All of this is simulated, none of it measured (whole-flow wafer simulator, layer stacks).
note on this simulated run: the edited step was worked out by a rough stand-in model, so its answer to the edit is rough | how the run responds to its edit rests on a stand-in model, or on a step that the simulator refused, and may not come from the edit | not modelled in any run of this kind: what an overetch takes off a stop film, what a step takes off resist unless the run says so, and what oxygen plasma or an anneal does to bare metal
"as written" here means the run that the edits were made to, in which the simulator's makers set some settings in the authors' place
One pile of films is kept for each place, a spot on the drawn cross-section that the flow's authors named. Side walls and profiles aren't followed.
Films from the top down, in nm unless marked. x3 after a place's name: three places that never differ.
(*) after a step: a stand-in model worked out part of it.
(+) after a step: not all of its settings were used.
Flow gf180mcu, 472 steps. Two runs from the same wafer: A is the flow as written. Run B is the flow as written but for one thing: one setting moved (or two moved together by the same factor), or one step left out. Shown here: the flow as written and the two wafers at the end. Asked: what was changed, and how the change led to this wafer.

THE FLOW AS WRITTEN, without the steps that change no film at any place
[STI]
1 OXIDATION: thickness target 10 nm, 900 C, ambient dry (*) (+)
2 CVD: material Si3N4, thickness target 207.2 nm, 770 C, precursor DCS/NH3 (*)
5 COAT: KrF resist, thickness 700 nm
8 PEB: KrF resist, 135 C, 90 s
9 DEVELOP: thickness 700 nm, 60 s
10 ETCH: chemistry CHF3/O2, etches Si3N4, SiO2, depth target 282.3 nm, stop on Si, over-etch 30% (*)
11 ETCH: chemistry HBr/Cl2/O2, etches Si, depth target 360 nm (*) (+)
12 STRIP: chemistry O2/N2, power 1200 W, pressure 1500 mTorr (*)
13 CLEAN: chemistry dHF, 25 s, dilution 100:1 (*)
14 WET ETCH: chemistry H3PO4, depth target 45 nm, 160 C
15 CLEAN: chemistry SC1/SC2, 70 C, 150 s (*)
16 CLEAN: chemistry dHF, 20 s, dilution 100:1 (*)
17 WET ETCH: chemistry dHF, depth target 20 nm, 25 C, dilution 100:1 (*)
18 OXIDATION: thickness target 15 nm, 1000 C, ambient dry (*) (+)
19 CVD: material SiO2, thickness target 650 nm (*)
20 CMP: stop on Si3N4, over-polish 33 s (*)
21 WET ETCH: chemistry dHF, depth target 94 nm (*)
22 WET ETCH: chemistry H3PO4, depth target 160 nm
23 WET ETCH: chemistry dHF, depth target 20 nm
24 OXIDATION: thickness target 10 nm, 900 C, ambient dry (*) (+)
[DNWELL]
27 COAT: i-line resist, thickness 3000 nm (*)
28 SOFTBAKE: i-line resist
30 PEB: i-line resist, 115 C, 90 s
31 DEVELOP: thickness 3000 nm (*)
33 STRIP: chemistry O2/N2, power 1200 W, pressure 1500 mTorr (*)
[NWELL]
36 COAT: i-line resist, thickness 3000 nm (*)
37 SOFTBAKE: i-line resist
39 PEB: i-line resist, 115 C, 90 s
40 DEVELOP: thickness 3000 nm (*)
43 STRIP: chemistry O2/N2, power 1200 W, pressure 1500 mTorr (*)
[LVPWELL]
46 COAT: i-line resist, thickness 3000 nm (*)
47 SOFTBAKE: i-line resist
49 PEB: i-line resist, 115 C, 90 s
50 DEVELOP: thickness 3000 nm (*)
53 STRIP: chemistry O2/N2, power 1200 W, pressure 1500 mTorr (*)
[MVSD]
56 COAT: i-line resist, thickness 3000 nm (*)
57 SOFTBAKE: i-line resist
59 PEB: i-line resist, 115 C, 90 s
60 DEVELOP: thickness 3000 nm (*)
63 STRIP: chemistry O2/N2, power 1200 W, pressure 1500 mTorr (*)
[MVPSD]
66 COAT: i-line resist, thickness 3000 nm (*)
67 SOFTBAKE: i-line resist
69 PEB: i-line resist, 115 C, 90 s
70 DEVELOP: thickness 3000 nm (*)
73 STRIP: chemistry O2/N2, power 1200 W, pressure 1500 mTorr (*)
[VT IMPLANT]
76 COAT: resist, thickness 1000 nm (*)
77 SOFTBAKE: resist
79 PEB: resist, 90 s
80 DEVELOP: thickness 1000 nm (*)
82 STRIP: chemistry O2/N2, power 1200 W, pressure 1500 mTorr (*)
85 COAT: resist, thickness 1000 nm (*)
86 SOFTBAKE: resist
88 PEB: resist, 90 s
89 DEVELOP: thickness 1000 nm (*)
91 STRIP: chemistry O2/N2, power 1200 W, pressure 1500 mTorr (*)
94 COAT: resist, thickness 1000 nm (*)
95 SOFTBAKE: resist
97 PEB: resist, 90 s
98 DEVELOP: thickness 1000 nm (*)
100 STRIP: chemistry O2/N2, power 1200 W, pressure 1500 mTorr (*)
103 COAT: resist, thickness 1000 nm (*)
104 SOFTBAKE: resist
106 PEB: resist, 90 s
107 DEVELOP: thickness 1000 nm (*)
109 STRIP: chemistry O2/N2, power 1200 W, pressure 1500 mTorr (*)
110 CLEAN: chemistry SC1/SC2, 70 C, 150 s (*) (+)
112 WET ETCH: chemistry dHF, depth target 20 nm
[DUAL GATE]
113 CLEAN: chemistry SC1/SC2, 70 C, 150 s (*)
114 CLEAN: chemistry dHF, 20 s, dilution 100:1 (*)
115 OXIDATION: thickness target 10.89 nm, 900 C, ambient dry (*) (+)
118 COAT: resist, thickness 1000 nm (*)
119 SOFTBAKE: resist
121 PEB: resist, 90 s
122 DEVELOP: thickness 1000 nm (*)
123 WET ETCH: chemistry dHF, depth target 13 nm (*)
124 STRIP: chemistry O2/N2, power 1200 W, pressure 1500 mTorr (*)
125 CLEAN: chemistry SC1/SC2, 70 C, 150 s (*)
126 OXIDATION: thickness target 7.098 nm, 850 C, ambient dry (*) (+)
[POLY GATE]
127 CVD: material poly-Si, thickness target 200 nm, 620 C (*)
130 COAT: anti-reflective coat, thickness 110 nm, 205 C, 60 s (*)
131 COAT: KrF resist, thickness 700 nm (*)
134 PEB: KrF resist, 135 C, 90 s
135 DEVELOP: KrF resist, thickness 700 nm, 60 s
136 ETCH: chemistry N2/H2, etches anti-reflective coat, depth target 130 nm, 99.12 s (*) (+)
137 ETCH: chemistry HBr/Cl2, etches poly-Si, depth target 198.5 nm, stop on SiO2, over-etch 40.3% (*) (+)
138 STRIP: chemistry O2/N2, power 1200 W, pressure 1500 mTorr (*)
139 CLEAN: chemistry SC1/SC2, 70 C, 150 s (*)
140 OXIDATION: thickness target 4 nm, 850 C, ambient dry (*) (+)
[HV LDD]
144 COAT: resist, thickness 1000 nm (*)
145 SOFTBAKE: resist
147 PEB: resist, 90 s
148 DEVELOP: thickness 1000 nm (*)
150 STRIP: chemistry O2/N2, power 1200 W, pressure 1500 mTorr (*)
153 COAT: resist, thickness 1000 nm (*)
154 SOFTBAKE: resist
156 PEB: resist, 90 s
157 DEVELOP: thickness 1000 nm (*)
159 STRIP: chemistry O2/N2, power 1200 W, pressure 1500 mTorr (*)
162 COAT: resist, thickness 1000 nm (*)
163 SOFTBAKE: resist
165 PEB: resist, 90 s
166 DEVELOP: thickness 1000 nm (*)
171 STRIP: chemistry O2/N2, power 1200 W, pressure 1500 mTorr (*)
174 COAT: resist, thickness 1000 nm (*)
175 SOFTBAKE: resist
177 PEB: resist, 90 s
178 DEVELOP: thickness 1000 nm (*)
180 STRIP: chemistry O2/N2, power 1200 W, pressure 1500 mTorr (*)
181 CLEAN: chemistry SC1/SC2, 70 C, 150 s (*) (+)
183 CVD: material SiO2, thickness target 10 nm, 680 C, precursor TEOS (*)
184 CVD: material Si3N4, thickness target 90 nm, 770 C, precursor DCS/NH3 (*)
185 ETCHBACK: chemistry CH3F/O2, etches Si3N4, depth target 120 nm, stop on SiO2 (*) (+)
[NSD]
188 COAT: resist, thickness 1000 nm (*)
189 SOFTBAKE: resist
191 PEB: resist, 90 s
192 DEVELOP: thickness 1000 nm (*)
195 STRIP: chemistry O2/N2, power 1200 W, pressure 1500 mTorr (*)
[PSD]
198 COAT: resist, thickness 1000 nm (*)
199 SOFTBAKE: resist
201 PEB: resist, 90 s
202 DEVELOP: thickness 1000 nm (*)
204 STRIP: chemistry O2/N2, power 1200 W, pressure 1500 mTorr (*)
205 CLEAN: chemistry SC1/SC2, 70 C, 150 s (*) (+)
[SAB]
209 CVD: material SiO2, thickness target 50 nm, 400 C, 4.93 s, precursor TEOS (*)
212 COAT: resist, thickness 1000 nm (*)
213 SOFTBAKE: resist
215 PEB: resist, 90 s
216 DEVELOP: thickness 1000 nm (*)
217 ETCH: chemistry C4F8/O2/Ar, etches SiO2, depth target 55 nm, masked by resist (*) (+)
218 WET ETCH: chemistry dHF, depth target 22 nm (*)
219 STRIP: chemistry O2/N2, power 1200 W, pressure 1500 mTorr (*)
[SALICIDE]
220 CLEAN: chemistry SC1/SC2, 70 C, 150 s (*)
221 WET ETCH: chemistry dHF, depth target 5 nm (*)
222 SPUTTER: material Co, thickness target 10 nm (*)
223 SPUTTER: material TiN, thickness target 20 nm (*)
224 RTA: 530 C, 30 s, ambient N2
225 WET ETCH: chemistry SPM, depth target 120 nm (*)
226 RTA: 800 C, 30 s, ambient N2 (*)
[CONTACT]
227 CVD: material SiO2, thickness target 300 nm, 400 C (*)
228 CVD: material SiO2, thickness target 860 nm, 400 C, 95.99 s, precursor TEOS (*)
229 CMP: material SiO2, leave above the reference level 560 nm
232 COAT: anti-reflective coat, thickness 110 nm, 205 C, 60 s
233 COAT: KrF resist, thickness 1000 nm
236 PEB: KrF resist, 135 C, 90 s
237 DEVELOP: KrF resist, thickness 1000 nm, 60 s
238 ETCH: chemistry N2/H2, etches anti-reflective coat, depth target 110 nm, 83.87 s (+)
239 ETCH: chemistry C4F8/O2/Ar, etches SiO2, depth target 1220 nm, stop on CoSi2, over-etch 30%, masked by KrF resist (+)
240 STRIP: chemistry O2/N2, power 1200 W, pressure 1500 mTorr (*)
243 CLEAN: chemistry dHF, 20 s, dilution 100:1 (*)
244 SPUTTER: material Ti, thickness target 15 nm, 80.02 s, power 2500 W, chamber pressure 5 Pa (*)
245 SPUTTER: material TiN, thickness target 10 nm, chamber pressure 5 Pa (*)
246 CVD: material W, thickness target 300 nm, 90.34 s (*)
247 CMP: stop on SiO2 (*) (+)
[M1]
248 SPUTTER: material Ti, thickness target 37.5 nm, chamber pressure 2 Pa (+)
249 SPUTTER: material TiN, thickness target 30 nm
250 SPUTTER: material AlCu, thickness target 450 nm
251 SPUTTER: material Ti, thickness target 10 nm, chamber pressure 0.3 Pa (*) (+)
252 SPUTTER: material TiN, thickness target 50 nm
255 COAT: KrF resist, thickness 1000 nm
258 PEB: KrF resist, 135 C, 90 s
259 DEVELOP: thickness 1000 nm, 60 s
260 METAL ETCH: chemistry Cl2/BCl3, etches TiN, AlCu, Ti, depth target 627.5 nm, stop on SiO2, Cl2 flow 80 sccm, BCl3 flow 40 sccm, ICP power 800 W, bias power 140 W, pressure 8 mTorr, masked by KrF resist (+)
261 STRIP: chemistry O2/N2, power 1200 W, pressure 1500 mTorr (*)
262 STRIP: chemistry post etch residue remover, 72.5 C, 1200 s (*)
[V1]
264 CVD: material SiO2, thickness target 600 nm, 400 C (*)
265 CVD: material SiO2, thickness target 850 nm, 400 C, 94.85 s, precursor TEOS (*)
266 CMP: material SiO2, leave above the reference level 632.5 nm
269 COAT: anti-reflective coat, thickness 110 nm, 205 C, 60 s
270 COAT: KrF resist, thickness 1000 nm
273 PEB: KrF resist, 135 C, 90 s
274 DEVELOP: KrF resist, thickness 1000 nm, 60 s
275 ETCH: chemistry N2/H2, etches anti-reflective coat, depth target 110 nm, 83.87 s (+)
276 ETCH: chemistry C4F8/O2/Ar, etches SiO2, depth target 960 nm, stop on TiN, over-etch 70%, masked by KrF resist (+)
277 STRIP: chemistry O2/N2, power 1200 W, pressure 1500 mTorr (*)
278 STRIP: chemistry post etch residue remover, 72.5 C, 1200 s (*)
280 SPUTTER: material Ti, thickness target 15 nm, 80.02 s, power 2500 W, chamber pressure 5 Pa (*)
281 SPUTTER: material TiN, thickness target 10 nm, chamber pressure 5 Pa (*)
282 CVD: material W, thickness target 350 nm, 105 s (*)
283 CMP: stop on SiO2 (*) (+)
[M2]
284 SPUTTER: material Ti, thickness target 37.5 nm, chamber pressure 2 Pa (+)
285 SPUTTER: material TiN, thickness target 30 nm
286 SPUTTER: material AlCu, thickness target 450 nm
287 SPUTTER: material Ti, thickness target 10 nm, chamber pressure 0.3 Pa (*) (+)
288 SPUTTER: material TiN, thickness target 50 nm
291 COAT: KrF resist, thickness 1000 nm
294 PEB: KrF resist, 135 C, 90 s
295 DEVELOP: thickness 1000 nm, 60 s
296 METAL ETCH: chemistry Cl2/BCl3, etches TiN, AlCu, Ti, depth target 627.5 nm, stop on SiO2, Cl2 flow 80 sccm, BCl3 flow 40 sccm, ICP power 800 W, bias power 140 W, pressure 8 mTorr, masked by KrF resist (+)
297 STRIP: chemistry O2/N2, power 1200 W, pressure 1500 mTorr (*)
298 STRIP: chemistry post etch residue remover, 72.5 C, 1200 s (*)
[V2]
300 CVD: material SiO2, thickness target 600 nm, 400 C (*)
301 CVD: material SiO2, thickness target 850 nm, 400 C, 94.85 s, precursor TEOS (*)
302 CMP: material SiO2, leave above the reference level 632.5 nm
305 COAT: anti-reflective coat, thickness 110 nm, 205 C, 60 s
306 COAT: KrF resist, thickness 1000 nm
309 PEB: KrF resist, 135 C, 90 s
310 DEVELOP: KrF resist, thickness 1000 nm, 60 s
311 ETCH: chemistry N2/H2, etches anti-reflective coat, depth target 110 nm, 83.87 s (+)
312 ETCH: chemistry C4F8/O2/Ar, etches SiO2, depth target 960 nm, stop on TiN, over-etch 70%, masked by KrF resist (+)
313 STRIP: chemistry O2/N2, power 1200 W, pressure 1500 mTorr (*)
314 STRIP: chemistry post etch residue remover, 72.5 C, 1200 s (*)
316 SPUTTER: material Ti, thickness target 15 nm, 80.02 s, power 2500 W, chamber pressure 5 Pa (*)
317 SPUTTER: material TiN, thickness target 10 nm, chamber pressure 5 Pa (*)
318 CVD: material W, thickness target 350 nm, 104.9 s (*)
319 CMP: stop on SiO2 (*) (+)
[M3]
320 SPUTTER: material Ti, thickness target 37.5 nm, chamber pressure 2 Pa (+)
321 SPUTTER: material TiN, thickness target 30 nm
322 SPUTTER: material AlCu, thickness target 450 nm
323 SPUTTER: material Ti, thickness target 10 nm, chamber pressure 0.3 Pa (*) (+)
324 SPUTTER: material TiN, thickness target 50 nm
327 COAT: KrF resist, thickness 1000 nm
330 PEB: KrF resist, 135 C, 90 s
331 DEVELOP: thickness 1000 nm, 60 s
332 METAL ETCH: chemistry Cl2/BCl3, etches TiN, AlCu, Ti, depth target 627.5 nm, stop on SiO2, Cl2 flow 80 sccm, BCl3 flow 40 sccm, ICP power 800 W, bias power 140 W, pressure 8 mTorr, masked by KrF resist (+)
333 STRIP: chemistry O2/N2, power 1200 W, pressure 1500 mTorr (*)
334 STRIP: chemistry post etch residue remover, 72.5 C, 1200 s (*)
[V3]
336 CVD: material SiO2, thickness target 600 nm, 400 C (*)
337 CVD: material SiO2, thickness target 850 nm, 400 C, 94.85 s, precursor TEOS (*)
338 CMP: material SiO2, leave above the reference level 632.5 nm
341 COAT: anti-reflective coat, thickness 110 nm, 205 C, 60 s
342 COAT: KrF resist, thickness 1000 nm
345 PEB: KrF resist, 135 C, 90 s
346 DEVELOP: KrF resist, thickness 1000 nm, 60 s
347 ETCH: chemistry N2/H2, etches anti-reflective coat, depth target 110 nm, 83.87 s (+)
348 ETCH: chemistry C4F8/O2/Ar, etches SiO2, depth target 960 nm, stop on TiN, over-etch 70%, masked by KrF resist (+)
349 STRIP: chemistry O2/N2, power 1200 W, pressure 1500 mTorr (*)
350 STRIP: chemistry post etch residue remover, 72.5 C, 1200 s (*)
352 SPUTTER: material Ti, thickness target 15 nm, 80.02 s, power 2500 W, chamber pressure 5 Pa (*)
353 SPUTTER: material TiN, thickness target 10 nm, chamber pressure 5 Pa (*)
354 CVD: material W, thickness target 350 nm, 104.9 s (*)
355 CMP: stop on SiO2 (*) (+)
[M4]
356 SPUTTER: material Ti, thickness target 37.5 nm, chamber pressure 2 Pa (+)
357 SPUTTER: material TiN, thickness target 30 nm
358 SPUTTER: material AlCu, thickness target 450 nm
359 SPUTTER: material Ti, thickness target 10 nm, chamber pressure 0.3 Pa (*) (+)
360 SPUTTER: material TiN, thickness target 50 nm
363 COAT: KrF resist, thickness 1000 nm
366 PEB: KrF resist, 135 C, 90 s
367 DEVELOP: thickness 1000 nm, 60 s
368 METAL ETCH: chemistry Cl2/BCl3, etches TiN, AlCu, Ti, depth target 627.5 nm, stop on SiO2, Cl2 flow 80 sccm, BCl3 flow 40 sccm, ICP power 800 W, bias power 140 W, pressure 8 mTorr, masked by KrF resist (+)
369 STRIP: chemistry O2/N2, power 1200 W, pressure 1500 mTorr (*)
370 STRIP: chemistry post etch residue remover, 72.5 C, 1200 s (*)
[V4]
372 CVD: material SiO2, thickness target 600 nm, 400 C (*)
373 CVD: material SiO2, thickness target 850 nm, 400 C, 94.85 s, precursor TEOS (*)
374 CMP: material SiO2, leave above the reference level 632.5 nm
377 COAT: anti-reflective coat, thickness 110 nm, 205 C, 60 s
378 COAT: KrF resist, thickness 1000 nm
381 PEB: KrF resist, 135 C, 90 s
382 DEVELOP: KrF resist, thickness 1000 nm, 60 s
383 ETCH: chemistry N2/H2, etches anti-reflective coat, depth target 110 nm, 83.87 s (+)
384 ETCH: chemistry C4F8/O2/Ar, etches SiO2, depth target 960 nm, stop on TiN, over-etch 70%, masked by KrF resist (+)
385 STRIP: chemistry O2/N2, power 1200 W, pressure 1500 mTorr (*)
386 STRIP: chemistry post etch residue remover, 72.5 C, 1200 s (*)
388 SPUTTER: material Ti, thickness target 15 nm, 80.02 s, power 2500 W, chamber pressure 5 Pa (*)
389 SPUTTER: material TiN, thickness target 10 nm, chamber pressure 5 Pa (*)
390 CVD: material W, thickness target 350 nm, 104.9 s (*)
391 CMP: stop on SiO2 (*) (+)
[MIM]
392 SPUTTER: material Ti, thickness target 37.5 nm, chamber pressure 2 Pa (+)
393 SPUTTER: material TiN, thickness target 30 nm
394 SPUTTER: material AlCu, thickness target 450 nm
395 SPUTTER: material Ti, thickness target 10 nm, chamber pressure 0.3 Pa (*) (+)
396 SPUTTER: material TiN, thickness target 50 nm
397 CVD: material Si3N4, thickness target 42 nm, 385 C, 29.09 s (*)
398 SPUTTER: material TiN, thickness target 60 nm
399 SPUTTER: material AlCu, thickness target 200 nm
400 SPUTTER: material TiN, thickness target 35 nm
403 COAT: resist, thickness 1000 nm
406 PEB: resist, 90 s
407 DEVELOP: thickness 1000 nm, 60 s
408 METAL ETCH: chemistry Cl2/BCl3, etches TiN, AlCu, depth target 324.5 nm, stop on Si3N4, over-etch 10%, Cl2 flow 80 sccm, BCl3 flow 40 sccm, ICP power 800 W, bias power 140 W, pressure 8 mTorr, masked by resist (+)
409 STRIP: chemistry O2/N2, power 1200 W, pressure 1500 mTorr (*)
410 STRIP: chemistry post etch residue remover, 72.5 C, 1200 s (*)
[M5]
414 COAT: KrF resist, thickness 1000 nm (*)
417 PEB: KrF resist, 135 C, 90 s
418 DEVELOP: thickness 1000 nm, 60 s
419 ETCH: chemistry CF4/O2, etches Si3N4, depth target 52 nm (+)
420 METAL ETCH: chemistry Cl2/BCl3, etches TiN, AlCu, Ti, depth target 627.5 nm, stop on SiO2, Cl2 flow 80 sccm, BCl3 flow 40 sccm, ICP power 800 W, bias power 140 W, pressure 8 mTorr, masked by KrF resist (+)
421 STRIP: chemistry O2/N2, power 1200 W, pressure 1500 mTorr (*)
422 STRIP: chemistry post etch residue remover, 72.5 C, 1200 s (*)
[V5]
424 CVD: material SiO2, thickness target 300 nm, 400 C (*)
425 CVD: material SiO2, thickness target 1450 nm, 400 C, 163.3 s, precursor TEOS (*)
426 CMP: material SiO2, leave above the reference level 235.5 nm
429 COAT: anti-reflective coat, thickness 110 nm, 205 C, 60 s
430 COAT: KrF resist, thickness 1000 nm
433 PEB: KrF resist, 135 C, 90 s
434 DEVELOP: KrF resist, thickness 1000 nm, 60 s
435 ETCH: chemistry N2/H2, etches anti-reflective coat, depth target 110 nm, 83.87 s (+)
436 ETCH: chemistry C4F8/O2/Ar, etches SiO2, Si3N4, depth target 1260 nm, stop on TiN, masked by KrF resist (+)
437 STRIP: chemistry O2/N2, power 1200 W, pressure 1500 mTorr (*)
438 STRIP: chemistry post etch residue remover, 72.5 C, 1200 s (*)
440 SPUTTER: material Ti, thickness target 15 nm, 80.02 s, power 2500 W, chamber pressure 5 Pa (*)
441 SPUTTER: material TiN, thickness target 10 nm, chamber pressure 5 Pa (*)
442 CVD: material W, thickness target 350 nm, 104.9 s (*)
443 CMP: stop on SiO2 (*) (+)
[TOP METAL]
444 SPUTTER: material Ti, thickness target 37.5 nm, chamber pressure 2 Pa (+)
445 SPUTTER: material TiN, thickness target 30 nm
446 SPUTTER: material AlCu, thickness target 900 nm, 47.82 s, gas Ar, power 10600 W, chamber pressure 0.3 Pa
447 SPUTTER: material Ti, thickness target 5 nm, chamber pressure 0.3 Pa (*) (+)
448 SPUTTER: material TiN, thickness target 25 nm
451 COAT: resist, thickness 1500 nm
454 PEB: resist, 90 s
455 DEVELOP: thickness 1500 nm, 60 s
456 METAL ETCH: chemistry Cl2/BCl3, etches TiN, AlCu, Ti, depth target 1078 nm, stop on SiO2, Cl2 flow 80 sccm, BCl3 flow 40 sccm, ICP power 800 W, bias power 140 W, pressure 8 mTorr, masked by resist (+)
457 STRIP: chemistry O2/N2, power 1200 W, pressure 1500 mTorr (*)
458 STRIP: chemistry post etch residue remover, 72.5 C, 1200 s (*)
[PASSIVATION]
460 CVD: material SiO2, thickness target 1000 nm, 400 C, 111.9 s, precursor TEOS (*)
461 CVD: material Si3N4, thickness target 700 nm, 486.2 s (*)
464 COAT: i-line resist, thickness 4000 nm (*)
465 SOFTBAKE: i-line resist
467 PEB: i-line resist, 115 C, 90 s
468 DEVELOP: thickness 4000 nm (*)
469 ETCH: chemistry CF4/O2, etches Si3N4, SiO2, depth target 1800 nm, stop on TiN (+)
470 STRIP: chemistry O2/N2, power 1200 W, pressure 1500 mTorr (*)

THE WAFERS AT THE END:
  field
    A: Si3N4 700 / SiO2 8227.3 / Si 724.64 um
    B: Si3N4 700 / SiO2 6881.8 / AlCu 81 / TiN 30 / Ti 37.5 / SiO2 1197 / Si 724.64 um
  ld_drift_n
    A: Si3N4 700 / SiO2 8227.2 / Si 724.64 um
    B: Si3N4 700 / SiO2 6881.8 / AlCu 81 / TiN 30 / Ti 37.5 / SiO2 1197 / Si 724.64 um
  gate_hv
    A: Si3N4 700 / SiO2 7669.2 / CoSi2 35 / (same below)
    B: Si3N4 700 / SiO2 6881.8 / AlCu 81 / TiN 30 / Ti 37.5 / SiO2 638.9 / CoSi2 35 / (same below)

The cause: step 251, SPUTTER: thickness target 6.7 nm was run, where the flow has thickness target 10 nm; step 260, METAL ETCH: depth target 420 nm was run, where the flow has depth target 627.5 nm.

How the change led to this, step by step:
  251 SPUTTER: material Ti, thickness target 10 nm, chamber pressure 0.3 Pa (*) (+)
      field, field__w1, field__w2 and 108 more: A Ti +10 (new film) | B Ti +6.7 (new film)
  260 METAL ETCH: chemistry Cl2/BCl3, etches TiN, AlCu, Ti, depth target 627.5 nm, stop on SiO2, Cl2 flow 80 sccm, BCl3 flow 40 sccm, ICP power 800 W, bias power 140 W, pressure 8 mTorr, masked by KrF resist (+)
      field, field__w1, field__w2 and 99 more: A TiN -50 (all of it), Ti -10 (all of it), AlCu -450 (all of it), TiN -30 (all of it), Ti -37.5 (all of it) | B TiN -50 (all of it), Ti -6.7 (all of it), AlCu -363.3
      field__w8, contact, m1 and 6 more: A KrF resist -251 | B KrF resist -168
  261 STRIP: chemistry O2/N2, power 1200 W, pressure 1500 mTorr (*)
      field__w8, contact, m1 and 6 more: A KrF resist -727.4 (all of it) | B KrF resist -810.4 (all of it)
  262 STRIP: chemistry post etch residue remover, 72.5 C, 1200 s (*)
      field, field__w1, field__w2 and 99 more: A nothing | B AlCu -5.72
  264 CVD: material SiO2, thickness target 600 nm, 400 C (*)
      field, field__w1, field__w2 and 99 more: A SiO2 +600 | B SiO2 +600 (new film)
  266 CMP: material SiO2, leave above the reference level 632.5 nm
      field, field__w1, field__w2 and 99 more: A SiO2 -300 | B SiO2 -448.5
Counting metal films that touch as one body, field has 1 body; the flow as written gives 0 bodies.
Counting metal films that touch as one body, ld_drift_n has 1 body; the flow as written gives 0 bodies.
Counting metal films that touch as one body, gate_hv has 2 bodies (between them, from the top down: SiO2 638.9); the flow as written gives 1 body.
